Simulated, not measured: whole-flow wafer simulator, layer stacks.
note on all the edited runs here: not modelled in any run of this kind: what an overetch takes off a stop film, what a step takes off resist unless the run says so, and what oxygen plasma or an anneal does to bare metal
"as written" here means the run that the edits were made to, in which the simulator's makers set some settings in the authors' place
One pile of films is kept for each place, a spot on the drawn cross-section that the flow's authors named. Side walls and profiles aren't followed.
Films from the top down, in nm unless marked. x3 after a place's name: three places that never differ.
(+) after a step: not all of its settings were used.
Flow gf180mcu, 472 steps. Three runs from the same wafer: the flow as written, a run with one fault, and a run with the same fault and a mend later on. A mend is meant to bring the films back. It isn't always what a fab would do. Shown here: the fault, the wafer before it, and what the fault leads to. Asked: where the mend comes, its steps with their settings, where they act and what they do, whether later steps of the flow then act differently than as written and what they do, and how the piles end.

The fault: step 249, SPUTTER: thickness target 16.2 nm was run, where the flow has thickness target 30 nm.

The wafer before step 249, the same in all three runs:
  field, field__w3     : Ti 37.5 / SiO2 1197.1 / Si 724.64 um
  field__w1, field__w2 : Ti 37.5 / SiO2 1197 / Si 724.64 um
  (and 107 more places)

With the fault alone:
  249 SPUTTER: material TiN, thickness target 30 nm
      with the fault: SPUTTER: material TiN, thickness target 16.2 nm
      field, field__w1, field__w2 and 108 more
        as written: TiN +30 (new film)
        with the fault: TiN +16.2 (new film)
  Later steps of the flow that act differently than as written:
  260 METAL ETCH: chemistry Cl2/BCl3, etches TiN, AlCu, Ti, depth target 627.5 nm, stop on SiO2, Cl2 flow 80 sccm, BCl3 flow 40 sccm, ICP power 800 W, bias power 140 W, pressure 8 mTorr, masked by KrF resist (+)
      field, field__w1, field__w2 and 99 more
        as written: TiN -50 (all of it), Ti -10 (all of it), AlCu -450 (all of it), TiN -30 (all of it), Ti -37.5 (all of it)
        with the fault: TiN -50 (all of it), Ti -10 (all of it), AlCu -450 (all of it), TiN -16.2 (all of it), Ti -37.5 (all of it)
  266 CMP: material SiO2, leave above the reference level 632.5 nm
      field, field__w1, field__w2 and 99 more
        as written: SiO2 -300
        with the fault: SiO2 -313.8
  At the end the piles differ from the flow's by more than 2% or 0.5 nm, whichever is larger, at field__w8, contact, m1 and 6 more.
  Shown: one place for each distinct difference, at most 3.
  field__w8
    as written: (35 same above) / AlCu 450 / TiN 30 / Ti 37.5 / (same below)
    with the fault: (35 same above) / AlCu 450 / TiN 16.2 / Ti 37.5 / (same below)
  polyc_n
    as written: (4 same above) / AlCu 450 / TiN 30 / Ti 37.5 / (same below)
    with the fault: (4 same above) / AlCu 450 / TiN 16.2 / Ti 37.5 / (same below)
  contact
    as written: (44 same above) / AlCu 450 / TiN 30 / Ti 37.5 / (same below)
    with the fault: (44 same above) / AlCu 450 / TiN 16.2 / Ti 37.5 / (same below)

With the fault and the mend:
  The mend comes after step 249.
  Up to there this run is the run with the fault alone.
  249a SPUTTER: material TiN, thickness target 13.8 nm (the flow's step 249 once more, with other settings)
      field, field__w1, field__w2 and 108 more
        TiN +13.8
  No later step of the flow acts differently than as written at any place that is followed.
  At the end the piles are the same as the flow's at every place that both follow.
